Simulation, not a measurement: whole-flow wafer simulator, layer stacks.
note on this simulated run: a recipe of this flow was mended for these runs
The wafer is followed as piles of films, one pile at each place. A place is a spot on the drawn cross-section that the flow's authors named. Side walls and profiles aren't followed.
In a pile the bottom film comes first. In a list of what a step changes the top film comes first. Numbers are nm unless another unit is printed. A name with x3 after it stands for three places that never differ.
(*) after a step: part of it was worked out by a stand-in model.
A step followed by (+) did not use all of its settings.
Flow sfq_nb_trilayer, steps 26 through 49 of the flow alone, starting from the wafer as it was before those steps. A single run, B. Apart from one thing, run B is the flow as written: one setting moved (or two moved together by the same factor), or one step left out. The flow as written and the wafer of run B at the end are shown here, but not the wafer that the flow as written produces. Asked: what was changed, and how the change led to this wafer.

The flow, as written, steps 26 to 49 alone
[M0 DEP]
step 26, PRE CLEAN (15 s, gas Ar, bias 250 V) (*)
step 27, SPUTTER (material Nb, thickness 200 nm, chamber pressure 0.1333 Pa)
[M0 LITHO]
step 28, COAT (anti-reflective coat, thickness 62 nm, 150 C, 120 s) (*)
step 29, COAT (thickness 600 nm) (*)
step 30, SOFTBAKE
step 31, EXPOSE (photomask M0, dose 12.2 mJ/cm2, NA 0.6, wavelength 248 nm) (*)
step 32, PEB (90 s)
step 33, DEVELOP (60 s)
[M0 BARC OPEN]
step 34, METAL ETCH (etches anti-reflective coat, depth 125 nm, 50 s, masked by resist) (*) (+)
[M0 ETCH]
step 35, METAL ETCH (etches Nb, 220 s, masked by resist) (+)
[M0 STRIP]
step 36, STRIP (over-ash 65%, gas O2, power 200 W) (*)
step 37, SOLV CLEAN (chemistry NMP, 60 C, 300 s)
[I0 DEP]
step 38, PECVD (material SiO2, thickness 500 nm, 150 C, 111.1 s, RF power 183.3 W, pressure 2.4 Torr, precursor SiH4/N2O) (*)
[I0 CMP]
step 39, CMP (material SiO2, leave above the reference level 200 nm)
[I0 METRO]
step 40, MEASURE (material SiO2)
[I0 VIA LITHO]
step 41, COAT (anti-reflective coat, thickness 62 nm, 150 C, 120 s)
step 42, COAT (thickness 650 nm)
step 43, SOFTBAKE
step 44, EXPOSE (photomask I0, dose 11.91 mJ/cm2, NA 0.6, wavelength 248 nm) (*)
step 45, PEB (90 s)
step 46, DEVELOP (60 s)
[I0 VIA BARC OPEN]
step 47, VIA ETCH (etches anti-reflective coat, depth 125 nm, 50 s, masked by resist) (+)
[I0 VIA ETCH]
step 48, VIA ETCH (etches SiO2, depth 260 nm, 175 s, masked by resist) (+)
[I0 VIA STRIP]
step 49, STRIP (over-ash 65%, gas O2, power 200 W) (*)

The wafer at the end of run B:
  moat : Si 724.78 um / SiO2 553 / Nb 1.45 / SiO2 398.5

Cause: step 35, METAL ETCH: 182 s was run, though the flow has 220 s.

How this came from the change, step by step:
  step 35, METAL ETCH (etches Nb, 220 s, masked by resist) (+)
      moat, m0r_space_l x2: -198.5 Nb (it would be, as written: -200 Nb (all of it), -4 SiO2)
      field_l, v_sur, via_wl and 100 more: -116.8 KrF-resist-other-grade (it would be, as written: -141.2 KrF-resist-other-grade)
  step 36, STRIP (over-ash 65%, gas O2, power 200 W) (*)
      p4_fl x71: -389 KrF-resist-other-grade (all of it), -62 anti-reflective coat (all of it) (it would be, as written: -364.6 KrF-resist-other-grade (all of it), -62 anti-reflective coat (all of it))
      jj_sur, ce_l, res, r_end: -394.9 KrF-resist-other-grade (all of it), -63.7 anti-reflective coat (all of it) (it would be, as written: -370.5 KrF-resist-other-grade (all of it), -63.7 anti-reflective coat (all of it))
      (as well as at 28 more places)
  step 38, PECVD (material SiO2, thickness 500 nm, 150 C, 111.1 s, RF power 183.3 W, pressure 2.4 Torr, precursor SiH4/N2O) (*)
      moat, m0r_space_l x2: +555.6 SiO2 (new film) (it would be, as written: +561.1 SiO2)
Taking metal films that touch as one body, moat has 1 body; the flow as written gives 0 bodies.
